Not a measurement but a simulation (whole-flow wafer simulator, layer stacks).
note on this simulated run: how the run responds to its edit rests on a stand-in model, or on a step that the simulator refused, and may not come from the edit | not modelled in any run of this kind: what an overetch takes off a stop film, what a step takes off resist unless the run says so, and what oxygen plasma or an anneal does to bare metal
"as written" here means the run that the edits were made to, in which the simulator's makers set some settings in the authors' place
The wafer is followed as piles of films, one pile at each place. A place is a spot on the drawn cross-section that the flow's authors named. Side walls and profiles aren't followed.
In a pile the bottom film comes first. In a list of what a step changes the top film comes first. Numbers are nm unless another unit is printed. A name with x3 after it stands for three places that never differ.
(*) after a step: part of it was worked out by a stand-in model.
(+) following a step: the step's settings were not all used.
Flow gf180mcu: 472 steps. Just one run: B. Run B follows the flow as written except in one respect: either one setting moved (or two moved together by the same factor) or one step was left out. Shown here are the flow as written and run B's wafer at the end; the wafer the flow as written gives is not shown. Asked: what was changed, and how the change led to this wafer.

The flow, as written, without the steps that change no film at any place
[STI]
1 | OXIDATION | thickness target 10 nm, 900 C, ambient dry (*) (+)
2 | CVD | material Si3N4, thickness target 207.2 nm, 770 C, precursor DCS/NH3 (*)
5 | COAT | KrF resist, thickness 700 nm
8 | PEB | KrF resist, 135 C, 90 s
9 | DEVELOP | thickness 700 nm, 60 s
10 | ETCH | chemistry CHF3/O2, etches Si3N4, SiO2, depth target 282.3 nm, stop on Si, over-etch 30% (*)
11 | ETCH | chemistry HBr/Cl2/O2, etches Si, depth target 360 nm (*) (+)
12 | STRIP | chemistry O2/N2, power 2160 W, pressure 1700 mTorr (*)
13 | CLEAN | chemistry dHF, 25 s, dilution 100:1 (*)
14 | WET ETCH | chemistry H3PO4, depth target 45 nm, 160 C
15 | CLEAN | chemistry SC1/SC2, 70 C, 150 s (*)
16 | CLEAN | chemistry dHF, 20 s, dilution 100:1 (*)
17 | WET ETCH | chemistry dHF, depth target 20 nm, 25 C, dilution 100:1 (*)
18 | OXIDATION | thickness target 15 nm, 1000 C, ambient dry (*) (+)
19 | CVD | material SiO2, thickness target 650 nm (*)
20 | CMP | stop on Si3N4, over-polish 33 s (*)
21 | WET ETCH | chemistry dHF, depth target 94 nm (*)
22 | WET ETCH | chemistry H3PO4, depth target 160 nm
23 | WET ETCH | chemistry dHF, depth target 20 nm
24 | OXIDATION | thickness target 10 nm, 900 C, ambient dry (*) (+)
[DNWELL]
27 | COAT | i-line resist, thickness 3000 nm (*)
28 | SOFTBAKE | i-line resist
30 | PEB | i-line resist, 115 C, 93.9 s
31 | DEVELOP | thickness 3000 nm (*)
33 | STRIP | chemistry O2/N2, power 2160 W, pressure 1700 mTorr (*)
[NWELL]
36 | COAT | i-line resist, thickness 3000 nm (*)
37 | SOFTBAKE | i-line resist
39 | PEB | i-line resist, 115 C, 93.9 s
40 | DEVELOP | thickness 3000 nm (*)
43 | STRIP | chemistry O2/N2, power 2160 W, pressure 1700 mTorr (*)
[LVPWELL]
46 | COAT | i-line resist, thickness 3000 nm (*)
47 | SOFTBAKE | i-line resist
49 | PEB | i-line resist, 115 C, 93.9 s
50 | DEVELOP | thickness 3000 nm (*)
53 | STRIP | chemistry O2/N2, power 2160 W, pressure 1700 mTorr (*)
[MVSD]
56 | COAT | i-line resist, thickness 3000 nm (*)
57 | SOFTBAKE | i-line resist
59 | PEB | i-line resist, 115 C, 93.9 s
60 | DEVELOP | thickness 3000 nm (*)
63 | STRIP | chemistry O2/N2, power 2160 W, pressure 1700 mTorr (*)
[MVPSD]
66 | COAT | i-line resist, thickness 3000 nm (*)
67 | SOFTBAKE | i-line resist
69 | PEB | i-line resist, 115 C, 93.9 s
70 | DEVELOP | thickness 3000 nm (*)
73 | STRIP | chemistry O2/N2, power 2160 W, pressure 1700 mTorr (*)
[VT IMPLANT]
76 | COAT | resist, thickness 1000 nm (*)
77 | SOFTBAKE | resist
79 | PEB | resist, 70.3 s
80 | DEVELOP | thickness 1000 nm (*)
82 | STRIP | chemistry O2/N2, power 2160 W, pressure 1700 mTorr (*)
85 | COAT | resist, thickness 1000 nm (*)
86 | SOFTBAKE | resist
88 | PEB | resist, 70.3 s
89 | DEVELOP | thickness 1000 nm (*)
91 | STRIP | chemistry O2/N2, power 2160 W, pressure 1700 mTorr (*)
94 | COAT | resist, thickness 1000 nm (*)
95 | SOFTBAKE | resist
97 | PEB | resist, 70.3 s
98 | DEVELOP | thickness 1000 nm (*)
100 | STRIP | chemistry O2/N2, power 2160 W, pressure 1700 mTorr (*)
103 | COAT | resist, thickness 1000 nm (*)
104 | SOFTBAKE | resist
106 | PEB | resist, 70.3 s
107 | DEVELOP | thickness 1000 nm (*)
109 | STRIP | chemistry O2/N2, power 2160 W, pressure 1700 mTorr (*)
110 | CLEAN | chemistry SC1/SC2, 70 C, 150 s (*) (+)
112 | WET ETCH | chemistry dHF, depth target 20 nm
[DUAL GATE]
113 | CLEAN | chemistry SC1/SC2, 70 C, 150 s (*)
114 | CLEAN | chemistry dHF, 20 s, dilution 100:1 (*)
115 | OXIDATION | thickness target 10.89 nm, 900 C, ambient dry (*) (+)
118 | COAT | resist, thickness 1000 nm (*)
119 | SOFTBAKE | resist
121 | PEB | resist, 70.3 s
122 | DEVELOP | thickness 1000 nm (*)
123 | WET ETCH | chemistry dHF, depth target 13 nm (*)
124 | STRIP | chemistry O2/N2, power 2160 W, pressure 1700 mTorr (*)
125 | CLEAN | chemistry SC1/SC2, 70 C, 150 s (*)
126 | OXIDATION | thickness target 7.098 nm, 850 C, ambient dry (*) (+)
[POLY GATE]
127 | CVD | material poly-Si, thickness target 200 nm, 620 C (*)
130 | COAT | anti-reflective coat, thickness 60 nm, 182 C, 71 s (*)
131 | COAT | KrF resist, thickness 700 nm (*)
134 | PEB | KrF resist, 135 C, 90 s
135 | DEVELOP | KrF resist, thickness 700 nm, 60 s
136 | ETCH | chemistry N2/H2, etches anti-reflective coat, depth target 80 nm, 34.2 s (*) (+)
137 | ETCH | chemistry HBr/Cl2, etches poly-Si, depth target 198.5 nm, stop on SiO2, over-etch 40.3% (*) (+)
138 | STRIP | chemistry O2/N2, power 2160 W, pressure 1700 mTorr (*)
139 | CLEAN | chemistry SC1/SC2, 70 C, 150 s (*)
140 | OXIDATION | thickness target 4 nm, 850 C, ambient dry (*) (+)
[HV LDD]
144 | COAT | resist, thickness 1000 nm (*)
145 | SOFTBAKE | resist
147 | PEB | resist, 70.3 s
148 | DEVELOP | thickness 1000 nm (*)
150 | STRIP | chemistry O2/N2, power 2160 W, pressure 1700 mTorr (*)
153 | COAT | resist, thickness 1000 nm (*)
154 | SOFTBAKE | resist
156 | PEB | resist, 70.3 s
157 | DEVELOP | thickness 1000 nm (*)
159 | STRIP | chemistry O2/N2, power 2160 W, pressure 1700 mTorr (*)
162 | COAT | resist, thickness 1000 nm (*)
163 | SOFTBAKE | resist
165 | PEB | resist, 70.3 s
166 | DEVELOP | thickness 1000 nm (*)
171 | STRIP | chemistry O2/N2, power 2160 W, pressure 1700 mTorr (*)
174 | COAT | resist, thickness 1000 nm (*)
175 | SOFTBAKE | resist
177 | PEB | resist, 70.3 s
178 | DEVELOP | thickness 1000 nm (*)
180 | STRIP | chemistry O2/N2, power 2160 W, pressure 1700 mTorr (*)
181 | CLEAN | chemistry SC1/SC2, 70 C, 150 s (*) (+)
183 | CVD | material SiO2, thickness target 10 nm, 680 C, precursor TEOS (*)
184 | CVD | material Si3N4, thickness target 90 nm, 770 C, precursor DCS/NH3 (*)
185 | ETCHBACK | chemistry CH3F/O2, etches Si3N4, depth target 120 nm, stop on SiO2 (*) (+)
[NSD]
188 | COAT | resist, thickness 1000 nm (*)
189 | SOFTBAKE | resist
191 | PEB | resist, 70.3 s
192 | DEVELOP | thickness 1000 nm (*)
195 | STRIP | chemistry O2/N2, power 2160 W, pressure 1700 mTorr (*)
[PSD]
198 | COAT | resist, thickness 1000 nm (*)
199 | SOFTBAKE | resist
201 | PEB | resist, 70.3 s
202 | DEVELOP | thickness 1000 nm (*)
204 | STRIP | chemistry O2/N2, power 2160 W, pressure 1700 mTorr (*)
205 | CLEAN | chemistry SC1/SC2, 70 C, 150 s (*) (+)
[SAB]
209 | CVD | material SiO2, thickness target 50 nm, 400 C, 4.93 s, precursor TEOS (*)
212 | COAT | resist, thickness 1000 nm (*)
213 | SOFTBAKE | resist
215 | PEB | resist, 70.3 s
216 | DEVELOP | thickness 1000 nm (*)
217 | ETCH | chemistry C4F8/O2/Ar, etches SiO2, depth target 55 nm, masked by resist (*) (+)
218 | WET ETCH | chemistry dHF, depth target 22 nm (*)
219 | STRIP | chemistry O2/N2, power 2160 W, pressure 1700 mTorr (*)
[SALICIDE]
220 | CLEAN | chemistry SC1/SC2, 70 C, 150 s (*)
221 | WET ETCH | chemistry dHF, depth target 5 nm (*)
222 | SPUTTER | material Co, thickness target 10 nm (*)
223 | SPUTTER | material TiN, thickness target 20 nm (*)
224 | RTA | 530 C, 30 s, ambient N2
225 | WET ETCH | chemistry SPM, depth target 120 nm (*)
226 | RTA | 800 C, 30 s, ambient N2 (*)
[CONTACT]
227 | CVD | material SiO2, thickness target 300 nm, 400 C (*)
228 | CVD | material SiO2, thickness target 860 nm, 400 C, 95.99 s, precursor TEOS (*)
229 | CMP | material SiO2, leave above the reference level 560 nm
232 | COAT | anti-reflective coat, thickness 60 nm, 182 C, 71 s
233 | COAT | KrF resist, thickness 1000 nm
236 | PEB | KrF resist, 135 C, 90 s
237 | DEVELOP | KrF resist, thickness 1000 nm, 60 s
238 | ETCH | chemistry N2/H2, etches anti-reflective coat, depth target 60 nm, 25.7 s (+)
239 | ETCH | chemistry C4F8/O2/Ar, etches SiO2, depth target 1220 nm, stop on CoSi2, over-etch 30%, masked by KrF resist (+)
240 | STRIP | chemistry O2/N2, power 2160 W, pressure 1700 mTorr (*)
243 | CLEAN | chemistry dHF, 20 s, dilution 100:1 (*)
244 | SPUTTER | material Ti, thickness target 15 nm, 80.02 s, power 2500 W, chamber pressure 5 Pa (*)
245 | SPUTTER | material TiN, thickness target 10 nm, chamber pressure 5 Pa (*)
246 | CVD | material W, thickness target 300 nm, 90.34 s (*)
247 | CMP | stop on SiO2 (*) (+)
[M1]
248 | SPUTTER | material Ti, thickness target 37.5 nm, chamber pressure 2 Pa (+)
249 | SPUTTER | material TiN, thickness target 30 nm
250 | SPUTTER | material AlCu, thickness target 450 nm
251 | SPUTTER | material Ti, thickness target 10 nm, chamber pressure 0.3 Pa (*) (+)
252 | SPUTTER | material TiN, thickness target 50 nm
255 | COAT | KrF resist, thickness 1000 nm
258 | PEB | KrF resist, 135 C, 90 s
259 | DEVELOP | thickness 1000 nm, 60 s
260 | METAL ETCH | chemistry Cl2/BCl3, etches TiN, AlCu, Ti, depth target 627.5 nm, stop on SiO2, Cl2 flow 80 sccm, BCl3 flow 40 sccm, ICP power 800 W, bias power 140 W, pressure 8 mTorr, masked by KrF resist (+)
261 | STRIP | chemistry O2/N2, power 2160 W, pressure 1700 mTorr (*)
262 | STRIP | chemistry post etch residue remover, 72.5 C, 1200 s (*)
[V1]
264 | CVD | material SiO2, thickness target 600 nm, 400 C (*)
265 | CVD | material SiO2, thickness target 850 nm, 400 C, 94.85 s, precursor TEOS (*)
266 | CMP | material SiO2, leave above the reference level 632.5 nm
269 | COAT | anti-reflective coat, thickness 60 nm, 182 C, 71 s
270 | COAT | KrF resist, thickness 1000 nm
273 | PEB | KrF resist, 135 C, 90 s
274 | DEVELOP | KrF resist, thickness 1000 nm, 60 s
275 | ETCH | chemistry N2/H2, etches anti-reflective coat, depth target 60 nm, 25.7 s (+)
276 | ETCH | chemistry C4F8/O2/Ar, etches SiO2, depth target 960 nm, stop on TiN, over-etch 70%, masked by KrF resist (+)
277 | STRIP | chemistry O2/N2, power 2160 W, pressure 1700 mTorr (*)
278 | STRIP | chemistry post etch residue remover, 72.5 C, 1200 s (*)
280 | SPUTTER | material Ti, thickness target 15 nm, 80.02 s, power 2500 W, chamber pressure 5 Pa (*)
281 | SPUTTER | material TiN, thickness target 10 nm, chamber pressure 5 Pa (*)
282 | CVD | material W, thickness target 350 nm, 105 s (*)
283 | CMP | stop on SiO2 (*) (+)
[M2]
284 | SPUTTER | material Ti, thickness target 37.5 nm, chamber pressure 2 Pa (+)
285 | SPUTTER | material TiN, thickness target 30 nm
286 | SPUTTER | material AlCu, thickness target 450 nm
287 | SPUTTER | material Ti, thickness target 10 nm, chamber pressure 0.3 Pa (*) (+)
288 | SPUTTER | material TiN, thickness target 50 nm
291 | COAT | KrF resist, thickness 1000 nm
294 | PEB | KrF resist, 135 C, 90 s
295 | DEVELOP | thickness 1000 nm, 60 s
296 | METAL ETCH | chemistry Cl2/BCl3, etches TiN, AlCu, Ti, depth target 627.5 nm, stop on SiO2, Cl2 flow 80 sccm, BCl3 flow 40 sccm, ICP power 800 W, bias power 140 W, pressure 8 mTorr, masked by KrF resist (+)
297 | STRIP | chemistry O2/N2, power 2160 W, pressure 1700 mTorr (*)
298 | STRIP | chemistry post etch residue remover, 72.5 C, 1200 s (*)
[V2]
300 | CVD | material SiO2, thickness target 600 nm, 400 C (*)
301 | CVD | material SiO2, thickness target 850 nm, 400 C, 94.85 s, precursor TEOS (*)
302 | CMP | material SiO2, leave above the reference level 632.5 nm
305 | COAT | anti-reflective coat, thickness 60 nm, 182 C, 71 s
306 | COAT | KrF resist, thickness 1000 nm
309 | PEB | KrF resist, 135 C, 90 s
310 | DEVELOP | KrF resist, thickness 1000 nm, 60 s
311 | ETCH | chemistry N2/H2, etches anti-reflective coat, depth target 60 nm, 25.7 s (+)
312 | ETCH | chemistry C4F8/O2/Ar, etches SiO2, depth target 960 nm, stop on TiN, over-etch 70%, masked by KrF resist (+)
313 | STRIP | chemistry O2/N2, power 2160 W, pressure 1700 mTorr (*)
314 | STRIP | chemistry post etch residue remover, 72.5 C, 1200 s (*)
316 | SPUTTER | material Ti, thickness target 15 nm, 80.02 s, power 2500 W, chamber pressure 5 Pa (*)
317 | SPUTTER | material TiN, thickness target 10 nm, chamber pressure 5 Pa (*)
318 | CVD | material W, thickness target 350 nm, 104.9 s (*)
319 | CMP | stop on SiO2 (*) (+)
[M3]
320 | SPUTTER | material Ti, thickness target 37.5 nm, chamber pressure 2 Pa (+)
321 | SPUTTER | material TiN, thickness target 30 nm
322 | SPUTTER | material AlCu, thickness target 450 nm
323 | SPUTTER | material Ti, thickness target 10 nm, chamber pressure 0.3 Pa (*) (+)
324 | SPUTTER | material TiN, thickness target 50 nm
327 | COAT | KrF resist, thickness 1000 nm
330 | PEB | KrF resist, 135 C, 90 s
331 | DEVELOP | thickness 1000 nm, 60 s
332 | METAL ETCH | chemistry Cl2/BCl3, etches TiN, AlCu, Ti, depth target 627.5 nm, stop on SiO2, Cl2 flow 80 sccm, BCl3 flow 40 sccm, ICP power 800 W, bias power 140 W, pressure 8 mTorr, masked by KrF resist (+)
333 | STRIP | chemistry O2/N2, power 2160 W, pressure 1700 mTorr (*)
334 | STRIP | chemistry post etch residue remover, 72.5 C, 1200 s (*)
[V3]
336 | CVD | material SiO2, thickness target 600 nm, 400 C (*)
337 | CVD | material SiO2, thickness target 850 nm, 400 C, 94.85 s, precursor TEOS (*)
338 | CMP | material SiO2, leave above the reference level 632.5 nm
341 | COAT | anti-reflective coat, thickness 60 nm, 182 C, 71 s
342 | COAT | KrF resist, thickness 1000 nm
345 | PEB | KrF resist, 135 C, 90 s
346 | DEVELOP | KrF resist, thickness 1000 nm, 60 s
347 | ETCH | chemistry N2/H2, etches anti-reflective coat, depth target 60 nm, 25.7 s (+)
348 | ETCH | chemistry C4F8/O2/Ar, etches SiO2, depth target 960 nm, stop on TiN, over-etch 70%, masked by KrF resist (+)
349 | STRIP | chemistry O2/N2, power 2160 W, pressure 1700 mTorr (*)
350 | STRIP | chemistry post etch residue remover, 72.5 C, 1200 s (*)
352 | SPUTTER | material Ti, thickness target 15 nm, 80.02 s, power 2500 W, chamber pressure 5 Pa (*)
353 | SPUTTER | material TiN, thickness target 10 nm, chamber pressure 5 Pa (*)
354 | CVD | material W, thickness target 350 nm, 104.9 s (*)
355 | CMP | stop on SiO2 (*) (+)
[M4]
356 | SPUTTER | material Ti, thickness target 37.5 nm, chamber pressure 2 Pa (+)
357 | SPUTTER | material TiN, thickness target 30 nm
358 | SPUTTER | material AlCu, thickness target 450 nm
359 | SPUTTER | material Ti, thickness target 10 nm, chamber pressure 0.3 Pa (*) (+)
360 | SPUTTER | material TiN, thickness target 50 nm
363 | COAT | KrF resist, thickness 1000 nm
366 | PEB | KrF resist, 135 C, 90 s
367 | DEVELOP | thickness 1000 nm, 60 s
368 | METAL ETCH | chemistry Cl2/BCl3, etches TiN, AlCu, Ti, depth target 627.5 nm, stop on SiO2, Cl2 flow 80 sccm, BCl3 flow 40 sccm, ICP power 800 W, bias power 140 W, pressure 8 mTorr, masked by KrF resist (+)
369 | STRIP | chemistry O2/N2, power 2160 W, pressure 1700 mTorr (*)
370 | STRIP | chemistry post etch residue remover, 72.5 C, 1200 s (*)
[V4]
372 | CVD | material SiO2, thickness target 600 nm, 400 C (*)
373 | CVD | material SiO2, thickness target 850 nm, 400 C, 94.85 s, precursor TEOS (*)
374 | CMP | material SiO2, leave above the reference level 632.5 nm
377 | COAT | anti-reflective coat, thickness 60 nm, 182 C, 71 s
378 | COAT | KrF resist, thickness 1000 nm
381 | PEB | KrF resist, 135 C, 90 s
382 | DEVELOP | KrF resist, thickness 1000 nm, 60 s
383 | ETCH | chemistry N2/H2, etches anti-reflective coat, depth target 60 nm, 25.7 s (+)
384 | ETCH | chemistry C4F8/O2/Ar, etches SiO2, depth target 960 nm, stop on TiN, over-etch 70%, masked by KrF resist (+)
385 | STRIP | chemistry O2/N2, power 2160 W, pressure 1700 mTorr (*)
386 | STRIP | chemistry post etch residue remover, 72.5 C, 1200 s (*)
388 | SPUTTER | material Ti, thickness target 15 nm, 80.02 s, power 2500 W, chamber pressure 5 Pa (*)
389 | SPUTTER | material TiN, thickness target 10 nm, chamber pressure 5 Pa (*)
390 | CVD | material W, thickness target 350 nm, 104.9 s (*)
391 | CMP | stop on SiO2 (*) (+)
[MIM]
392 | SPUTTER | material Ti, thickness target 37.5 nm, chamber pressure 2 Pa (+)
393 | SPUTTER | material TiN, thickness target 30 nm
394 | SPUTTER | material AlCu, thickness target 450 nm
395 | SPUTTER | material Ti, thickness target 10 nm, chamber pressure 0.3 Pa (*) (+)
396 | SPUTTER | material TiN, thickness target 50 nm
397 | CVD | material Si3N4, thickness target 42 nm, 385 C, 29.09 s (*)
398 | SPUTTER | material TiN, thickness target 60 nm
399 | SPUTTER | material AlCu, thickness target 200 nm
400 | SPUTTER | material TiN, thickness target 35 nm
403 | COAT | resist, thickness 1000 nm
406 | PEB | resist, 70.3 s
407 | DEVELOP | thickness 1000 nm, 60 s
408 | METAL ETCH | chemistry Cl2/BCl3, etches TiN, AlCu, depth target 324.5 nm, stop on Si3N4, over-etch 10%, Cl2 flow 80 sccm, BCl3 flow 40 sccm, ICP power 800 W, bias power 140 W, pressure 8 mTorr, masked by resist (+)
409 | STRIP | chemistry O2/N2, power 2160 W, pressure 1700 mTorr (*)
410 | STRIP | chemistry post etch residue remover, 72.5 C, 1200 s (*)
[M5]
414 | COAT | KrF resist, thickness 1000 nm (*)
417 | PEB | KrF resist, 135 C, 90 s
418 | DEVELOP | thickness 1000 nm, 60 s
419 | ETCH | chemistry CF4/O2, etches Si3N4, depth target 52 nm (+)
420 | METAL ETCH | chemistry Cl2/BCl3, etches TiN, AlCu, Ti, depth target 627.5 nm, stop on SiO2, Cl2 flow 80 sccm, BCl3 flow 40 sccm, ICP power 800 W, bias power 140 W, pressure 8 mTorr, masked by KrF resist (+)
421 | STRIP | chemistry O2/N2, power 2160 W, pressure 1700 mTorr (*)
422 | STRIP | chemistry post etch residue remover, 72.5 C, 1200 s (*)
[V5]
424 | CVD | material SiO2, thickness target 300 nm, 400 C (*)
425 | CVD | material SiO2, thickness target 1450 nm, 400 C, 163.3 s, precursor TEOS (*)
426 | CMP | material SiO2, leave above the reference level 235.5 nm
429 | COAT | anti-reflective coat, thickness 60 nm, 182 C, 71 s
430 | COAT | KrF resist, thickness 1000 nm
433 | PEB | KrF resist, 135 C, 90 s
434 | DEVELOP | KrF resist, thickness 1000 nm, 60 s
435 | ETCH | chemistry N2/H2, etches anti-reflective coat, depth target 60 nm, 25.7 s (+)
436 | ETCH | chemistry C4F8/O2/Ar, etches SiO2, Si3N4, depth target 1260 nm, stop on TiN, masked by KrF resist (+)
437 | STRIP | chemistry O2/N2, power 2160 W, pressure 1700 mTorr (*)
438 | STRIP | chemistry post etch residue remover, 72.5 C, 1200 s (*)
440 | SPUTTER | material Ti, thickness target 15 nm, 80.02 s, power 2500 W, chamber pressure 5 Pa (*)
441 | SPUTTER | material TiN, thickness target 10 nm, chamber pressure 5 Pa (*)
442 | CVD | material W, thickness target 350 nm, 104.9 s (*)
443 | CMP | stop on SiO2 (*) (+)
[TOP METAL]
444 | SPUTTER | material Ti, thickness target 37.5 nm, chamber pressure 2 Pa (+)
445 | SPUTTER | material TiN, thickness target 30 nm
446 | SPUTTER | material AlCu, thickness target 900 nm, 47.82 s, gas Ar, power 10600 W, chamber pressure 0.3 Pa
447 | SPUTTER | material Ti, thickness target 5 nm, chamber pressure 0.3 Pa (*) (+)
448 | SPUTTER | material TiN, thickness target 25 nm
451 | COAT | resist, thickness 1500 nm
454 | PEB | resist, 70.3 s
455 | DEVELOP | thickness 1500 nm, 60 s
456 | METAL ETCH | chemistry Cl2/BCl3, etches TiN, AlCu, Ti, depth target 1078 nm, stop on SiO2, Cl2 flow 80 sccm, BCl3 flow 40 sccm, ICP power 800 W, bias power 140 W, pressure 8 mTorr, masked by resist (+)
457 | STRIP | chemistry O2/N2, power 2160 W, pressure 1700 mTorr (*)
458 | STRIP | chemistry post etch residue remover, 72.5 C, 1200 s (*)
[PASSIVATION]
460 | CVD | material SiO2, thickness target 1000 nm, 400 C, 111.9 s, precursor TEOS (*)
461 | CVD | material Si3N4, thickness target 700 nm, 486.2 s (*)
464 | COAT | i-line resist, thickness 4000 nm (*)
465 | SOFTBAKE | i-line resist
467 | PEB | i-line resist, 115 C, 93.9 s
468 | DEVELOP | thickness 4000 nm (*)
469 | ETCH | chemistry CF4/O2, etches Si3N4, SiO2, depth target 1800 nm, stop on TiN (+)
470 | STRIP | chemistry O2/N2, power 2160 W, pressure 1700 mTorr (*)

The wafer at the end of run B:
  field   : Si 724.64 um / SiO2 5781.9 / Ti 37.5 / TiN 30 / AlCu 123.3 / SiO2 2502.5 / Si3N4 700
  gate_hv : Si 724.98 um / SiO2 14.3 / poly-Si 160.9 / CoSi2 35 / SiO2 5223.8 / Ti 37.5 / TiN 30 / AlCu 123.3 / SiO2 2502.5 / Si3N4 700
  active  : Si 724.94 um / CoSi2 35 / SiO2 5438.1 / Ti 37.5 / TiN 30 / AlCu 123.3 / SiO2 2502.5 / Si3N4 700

The reason: step 394, SPUTTER: thickness target 698 nm was run, though the flow has thickness target 450 nm.

Step by step, how the change led to this:
  394 | SPUTTER | material AlCu, thickness target 450 nm
      field, field__w1, field__w2 and 108 more: AlCu gains 698 (new film) (it would be, as written: AlCu gains 450 (new film))
  420 | METAL ETCH | chemistry Cl2/BCl3, etches TiN, AlCu, Ti, depth target 627.5 nm, stop on SiO2, Cl2 flow 80 sccm, BCl3 flow 40 sccm, ICP power 800 W, bias power 140 W, pressure 8 mTorr, masked by KrF resist (+)
      field, field__w1, field__w2 and 101 more: TiN loses 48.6 (all of it), Ti loses 10 (all of it), AlCu loses 568.9 (it would be, as written: TiN loses 48.6 (all of it), Ti loses 10 (all of it), AlCu loses 450 (all of it), TiN loses 30 (all of it), Ti loses 37.5 (all of it))
  422 | STRIP | chemistry post etch residue remover, 72.5 C, 1200 s (*)
      field, field__w1, field__w2 and 101 more: AlCu loses 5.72 (it would be, as written: nothing)
  424 | CVD | material SiO2, thickness target 300 nm, 400 C (*)
      field, field__w1, field__w2 and 101 more: SiO2 gains 300 (new film) (it would be, as written: SiO2 gains 300)
  426 | CMP | material SiO2, leave above the reference level 235.5 nm
      field, field__w1, field__w5 and 92 more: SiO2 loses 243.7 (it would be, as written: SiO2 loses 300.8)
      field__w2, field__w3, field__w12 and 6 more: SiO2 loses 212.9 (it would be, as written: SiO2 loses 272.7)
Taking metal films that touch as one body, field has 1 body; the flow as written gives 0 bodies.
Taking metal films that touch as one body, gate_hv has 2 bodies (between them, from the top down: SiO2 5223.8); the flow as written gives 1 body.
Taking metal films that touch as one body, active has 2 bodies (between them, from the top down: SiO2 5438.1); the flow as written gives 1 body.
